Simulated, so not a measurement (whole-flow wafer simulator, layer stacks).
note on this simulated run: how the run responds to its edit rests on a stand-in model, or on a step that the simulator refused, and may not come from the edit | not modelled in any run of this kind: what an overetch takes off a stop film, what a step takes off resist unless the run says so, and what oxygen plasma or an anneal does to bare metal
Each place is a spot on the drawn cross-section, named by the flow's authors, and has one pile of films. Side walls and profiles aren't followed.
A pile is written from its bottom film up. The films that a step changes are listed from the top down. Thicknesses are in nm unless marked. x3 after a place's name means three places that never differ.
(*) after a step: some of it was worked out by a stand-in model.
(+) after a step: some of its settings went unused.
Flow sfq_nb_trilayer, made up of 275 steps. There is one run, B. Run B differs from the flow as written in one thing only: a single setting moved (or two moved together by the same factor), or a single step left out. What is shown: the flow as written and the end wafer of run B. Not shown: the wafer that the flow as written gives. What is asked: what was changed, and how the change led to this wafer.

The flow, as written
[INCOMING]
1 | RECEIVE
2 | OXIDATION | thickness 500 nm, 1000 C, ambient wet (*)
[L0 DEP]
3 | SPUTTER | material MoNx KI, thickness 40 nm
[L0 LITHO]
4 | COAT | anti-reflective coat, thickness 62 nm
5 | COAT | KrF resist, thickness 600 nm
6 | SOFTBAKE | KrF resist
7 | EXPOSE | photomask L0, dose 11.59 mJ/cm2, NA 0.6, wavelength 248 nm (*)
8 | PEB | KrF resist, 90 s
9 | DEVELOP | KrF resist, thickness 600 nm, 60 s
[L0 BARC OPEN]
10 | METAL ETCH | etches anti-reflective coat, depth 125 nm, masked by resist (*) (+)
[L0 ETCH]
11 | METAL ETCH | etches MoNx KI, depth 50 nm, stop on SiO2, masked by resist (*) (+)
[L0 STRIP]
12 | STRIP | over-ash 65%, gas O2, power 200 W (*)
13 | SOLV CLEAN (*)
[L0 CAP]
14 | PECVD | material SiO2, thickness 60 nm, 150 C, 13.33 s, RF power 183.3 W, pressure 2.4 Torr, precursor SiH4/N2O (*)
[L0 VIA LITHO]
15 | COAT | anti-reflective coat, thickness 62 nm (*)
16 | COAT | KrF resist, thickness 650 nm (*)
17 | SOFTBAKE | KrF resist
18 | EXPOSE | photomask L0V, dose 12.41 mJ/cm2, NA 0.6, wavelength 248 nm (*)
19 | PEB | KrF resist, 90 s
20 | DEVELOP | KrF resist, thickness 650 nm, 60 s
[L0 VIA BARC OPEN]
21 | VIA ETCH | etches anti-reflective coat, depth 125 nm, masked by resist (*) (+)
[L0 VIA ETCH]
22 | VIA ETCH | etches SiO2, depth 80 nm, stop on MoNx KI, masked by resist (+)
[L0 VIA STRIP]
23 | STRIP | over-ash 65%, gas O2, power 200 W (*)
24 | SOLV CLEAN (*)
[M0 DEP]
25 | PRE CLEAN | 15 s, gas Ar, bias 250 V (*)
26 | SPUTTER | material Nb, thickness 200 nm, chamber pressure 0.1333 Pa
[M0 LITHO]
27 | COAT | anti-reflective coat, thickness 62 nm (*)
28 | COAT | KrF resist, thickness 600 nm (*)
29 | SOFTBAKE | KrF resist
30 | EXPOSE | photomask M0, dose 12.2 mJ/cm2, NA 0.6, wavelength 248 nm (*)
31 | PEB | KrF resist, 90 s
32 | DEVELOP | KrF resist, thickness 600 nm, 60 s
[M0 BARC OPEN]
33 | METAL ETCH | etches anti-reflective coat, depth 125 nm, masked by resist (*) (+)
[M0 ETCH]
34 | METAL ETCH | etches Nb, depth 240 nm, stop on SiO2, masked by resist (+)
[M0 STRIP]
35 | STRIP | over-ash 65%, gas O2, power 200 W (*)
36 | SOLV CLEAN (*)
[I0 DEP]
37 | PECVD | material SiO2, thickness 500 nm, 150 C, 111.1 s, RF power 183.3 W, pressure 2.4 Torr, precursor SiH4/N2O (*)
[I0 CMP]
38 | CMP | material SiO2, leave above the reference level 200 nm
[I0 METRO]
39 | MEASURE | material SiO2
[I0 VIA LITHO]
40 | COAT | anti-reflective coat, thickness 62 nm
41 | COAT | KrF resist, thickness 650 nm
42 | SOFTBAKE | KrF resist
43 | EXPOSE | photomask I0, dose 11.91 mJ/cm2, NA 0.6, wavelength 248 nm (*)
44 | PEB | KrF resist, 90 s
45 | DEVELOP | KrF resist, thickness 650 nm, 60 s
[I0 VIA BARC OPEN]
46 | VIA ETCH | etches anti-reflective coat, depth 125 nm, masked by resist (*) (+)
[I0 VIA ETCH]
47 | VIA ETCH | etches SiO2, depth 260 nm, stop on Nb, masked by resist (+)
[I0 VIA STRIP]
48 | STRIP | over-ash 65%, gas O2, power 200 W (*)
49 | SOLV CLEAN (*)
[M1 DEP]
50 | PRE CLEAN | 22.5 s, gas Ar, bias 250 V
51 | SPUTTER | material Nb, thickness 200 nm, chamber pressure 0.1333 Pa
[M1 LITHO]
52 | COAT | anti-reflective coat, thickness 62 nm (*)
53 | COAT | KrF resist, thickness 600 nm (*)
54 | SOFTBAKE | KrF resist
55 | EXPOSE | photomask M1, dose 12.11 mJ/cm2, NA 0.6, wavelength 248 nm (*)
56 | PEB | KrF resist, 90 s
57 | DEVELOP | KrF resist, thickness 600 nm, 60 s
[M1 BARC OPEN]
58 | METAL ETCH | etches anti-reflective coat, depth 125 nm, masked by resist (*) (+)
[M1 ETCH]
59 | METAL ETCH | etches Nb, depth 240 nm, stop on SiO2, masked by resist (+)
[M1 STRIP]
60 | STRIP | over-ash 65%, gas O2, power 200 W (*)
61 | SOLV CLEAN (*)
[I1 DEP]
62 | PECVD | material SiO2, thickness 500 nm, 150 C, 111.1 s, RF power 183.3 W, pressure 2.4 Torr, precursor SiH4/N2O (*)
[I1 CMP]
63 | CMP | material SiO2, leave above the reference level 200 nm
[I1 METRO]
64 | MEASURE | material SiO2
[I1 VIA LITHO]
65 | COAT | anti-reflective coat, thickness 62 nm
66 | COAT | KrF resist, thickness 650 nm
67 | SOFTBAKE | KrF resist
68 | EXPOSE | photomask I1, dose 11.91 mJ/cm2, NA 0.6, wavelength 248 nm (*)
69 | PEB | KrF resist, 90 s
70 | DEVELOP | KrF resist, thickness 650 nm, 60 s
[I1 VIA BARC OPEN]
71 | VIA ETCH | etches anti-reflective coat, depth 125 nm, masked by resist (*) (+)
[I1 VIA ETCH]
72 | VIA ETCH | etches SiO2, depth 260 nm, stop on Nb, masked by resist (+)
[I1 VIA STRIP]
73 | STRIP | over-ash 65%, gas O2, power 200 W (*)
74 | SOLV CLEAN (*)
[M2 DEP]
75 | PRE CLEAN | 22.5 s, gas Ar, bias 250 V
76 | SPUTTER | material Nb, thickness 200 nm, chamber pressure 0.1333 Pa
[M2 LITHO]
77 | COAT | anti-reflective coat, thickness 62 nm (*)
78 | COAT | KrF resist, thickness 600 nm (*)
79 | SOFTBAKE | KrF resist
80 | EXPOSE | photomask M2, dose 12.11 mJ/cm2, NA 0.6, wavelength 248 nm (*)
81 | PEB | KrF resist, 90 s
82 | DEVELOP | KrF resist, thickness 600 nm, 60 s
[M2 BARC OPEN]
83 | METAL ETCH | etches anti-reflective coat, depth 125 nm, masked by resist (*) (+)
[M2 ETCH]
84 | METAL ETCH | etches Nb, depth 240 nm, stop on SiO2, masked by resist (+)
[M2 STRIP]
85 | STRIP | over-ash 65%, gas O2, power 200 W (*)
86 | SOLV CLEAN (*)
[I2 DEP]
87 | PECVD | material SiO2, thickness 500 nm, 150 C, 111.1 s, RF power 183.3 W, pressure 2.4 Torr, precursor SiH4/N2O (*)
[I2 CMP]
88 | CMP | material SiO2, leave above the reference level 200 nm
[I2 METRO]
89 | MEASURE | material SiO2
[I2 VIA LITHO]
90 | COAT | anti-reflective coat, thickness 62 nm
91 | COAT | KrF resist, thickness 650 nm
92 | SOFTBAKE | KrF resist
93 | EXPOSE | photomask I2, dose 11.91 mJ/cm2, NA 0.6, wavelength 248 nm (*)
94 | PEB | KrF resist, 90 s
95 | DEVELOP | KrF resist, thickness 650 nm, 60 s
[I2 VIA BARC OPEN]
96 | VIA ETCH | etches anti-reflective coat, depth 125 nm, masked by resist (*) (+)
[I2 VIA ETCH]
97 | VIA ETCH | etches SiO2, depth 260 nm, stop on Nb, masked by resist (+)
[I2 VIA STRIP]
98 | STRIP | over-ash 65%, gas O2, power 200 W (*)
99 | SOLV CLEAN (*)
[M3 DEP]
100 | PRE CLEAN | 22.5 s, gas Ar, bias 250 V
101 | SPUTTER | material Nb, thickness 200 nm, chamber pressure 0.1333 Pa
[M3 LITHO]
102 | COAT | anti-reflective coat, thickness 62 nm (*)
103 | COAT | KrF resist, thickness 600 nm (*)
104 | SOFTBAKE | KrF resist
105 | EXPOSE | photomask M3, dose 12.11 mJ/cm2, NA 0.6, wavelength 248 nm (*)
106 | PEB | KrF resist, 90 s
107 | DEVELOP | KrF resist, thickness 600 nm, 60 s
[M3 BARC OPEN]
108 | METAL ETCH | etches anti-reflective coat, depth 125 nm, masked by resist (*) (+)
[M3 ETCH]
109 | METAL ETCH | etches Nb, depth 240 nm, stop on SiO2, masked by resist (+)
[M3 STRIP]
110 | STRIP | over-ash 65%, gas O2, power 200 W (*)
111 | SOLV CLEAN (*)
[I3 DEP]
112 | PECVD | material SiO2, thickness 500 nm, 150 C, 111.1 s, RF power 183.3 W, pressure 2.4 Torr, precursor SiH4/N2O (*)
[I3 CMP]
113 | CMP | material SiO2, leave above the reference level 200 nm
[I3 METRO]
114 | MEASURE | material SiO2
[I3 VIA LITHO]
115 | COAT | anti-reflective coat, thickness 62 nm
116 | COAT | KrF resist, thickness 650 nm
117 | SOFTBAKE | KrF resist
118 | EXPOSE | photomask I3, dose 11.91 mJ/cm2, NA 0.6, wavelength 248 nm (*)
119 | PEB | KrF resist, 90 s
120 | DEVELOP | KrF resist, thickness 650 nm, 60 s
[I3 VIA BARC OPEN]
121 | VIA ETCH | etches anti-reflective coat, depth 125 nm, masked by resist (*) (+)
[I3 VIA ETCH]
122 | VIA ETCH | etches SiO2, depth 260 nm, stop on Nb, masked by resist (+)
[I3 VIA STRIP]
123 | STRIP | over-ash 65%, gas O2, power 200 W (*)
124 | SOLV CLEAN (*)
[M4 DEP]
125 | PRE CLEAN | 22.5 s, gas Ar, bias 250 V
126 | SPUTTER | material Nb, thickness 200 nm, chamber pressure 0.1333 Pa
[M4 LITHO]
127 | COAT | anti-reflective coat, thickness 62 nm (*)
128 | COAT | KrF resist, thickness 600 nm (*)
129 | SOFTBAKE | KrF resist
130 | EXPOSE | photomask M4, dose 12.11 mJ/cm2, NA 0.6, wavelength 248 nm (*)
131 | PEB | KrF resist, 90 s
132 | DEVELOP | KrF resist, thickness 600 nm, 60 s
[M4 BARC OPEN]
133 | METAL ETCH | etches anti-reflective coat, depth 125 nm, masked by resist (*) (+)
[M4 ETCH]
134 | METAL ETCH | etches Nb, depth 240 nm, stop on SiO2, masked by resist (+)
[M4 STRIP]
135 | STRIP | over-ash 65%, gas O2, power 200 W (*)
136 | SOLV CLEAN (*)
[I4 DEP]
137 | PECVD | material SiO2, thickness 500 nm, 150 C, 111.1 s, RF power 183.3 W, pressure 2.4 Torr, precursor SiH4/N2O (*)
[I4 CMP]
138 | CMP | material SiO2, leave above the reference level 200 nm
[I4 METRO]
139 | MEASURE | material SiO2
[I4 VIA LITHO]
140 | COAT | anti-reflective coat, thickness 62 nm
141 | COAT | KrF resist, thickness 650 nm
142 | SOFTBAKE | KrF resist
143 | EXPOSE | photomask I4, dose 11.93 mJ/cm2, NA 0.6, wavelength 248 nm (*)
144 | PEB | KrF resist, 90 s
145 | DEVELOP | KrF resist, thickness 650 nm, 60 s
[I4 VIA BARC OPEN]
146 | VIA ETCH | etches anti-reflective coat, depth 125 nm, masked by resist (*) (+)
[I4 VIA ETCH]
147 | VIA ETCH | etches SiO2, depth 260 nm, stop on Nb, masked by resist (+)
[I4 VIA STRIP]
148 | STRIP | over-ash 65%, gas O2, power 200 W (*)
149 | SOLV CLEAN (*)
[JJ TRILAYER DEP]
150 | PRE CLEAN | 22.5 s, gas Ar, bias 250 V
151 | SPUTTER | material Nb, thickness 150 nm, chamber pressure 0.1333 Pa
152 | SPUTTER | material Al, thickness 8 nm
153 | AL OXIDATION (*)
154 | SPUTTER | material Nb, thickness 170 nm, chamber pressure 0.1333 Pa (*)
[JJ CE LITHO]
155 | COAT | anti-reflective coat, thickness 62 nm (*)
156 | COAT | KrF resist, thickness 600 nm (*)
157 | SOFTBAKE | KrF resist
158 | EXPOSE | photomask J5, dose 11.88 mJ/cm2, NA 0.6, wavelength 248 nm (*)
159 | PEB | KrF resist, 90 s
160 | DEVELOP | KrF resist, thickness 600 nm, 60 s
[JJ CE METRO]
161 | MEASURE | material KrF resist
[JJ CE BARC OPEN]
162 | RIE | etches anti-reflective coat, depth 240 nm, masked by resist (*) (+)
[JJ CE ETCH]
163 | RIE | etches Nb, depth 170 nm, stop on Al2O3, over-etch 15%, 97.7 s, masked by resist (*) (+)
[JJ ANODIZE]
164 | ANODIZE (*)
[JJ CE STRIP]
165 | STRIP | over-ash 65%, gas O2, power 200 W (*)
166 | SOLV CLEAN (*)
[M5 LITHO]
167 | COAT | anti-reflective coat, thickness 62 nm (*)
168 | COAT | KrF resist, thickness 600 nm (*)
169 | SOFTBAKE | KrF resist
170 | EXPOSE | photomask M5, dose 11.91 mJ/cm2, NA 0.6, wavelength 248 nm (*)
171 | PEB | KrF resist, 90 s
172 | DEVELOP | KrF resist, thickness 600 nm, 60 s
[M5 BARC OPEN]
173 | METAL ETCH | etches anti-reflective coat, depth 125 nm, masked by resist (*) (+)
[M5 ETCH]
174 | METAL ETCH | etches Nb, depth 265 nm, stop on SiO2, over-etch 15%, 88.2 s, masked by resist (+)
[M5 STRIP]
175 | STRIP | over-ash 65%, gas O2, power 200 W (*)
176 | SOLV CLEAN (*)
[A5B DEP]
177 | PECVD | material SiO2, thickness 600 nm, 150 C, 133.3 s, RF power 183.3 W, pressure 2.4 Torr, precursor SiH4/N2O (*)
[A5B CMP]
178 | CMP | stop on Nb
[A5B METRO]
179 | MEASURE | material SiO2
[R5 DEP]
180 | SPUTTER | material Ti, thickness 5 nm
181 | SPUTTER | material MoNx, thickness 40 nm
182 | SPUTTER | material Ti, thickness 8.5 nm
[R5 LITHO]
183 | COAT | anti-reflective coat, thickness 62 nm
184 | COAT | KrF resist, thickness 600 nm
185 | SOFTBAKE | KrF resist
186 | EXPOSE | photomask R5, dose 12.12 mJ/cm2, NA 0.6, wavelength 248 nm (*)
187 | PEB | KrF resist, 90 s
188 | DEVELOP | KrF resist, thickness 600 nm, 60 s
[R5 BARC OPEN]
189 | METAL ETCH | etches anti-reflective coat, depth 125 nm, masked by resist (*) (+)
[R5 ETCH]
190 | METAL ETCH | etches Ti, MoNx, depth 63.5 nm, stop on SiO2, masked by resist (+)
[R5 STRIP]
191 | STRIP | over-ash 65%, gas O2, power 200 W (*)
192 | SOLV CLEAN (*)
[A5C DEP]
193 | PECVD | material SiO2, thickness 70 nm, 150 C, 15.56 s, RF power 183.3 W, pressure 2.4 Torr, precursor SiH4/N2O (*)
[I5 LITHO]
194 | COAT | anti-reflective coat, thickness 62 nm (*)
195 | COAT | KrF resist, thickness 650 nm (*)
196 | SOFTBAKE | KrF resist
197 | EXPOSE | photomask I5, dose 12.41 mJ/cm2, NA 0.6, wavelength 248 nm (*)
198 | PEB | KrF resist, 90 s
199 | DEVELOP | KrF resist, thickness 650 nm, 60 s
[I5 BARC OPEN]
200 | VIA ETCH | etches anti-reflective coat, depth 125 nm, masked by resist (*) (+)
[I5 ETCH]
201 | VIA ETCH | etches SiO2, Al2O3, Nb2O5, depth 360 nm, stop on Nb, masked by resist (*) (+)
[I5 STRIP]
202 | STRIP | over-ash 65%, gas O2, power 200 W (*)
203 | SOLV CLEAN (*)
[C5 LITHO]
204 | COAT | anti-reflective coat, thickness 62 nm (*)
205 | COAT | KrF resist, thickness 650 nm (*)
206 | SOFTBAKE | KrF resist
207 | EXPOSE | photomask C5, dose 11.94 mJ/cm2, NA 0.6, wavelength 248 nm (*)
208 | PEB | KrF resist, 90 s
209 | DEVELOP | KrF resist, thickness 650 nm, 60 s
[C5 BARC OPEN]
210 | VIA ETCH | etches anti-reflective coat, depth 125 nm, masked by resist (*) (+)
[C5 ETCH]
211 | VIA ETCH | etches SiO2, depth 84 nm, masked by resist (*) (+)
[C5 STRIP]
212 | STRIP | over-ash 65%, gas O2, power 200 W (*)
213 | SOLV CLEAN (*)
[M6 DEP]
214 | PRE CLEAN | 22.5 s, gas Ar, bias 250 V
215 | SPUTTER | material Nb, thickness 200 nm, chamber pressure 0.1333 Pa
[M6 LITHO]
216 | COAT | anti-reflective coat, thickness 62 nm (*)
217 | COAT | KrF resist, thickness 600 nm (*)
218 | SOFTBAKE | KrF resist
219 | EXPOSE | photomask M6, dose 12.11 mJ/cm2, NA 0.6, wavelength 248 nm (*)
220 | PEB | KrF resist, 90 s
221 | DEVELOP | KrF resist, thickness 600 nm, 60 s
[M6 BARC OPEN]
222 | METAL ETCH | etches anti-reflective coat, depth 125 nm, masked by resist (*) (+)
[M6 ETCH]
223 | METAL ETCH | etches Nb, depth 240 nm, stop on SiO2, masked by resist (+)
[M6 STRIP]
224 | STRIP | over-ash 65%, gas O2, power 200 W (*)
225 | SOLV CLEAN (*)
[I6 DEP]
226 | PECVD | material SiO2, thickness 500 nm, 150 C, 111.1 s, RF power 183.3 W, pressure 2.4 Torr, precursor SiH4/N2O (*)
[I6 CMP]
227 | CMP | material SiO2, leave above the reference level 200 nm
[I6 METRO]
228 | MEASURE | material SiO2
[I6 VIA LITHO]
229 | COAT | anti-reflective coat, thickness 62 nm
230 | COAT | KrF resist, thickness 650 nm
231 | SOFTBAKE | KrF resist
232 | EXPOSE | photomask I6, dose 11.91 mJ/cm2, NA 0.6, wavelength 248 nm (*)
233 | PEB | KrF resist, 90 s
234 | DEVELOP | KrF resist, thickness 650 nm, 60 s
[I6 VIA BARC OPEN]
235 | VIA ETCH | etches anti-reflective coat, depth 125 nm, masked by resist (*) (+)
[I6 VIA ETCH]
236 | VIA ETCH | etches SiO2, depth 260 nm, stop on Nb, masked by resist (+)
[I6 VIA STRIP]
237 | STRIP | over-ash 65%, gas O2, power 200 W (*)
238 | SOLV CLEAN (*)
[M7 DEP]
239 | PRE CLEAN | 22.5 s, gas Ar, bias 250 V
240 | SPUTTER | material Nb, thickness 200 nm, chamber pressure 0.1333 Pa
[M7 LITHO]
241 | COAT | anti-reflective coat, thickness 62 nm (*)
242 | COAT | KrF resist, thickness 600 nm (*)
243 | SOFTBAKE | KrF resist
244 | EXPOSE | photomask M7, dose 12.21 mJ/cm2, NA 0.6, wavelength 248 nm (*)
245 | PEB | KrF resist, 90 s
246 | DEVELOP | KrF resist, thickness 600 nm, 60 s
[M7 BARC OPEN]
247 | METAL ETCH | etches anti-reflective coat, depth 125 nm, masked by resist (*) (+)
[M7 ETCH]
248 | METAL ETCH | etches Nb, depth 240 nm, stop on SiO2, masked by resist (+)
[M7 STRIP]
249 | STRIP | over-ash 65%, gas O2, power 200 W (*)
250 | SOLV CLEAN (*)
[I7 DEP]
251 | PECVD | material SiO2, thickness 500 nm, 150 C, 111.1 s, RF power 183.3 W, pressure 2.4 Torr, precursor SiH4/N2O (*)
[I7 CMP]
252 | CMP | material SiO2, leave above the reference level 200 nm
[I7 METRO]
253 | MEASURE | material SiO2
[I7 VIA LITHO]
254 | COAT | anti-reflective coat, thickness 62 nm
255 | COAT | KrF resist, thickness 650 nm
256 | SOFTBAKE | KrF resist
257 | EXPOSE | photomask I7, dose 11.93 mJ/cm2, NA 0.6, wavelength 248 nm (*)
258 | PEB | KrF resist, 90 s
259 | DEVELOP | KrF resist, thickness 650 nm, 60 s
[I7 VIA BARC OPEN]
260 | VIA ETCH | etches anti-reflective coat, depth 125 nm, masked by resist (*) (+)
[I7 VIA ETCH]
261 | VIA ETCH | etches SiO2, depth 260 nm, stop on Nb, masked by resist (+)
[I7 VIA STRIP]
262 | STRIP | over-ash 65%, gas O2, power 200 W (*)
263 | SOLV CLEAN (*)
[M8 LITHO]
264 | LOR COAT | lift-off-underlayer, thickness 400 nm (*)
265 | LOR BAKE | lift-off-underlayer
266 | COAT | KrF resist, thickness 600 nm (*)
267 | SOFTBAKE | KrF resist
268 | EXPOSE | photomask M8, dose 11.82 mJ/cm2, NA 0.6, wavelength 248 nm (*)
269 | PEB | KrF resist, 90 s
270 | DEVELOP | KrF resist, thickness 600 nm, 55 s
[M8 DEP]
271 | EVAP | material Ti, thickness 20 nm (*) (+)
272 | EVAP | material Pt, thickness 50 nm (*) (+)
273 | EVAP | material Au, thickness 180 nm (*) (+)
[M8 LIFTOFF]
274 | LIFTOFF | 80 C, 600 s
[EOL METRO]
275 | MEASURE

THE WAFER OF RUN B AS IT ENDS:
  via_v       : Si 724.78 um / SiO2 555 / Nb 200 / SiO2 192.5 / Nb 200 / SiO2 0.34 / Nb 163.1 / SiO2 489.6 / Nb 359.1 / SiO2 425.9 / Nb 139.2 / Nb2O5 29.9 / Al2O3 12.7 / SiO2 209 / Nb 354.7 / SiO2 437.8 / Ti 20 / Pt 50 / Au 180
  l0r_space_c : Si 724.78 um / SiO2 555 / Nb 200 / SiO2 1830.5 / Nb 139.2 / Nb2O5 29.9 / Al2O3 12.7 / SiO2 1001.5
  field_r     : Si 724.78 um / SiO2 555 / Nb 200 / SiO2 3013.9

The reason: step 63, CMP: leave above the reference level 268 nm was run, whereas the flow has leave above the reference level 200 nm.

The path from the change to this, step by step:
  63 | CMP | material SiO2, leave above the reference level 200 nm
      field_l, be, be_sur and 72 more: SiO2 loses 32 (as written it would have been: SiO2 loses 100)
      v_sur, via_wl, via_wr and 20 more: SiO2 loses 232 (as written it would have been: SiO2 loses 300)
      (as well as at 8 more places)
  72 | VIA ETCH | etches SiO2, depth 260 nm, stop on Nb, masked by resist (+)
      via_v: SiO2 loses 260 (as written it would have been: SiO2 loses 199.8 (all of it))
  75 | PRE CLEAN | 22.5 s, gas Ar, bias 250 V
      via_v: SiO2 loses 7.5 (as written it would have been: Nb loses 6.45)
  76 | SPUTTER | material Nb, thickness 200 nm, chamber pressure 0.1333 Pa
      via_v: Nb gains 163.1 (new film) (as written it would have been: Nb gains 174.5)
  77 | COAT | anti-reflective coat, thickness 62 nm (*)
      via_sp: anti-reflective coat gains 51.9 (new film) (as written it would have been: anti-reflective coat gains 53.2 (new film))
      via_v: anti-reflective coat gains 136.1 (new film) (as written it would have been: anti-reflective coat gains 123.1 (new film))
      (as well as at 1 more place)
  78 | COAT | KrF resist, thickness 600 nm (*)
      via_v: KrF resist gains 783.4 (new film) (as written it would have been: KrF resist gains 733.7 (new film))
  85 | STRIP | over-ash 65%, gas O2, power 200 W (*)
      via_sp: KrF resist loses 370.4 (all of it), anti-reflective coat loses 51.9 (all of it) (as written it would have been: KrF resist loses 374.4 (all of it), anti-reflective coat loses 53.2 (all of it))
      via_v: KrF resist loses 565.3 (all of it), anti-reflective coat loses 136.1 (all of it) (as written it would have been: KrF resist loses 515.8 (all of it), anti-reflective coat loses 123.1 (all of it))
      (as well as at 1 more place)
  87 | PECVD | material SiO2, thickness 500 nm, 150 C, 111.1 s, RF power 183.3 W, pressure 2.4 Torr, precursor SiH4/N2O (*)
      via_v: SiO2 gains 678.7 (new film) (as written it would have been: SiO2 gains 606 (new film))
If metal films that touch count as one body, via_v has 7 bodies (between them, from the top down: SiO2 437.8; SiO2 209 / Al2O3 12.7 / Nb2O5 29.9; SiO2 425.9; SiO2 489.6; SiO2 0.34; SiO2 192.5); the flow as written gives 6 bodies (between them, from the top down: SiO2 437.8; SiO2 209 / Al2O3 12.7 / Nb2O5 29.9; SiO2 425.9; SiO2 416.9; SiO2 192.5).
